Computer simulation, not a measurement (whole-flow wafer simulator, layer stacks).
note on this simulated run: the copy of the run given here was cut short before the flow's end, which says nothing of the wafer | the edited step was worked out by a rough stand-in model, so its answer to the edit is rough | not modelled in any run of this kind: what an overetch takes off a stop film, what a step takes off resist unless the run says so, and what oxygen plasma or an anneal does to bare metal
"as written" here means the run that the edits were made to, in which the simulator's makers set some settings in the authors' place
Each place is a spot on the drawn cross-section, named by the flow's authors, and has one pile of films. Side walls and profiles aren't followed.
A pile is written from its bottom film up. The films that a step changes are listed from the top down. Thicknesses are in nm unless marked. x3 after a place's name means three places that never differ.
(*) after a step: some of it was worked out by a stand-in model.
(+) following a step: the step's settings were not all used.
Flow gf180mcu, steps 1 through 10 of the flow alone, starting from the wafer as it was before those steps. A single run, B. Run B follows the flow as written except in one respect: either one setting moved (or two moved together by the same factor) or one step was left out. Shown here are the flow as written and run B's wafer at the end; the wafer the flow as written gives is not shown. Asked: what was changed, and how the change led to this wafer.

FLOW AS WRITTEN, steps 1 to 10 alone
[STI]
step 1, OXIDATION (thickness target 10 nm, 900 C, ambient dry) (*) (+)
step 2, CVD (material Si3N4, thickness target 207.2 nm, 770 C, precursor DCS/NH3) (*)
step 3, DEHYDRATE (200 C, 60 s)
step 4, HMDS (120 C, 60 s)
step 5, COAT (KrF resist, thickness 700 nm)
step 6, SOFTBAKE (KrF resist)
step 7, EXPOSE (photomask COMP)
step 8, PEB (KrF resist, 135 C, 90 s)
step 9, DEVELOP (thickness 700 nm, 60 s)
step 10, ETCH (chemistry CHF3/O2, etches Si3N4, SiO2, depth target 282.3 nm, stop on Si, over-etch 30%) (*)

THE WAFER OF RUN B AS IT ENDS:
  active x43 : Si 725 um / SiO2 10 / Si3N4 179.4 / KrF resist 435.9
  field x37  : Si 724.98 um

The reason: step 2, CVD: thickness target 179.4 nm was run, while the flow as written has thickness target 207.2 nm.
The wafer itself shows it: active x43 has Si3N4 179.4, and step 2 as written asks for 207.2 nm.

How this came from the change, step by step:
  step 2, CVD (material Si3N4, thickness target 207.2 nm, 770 C, precursor DCS/NH3) (*)
      field x37, active x43: +179.4 Si3N4 (new film) (as written it would have been: +207.2 Si3N4 (new film))
  step 10, ETCH (chemistry CHF3/O2, etches Si3N4, SiO2, depth target 282.3 nm, stop on Si, over-etch 30%) (*)
      field x37: -179.4 Si3N4 (all of it), -10 SiO2 (all of it), -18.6 Si (as written it would have been: -207.2 Si3N4 (all of it), -10 SiO2 (all of it), -13 Si)
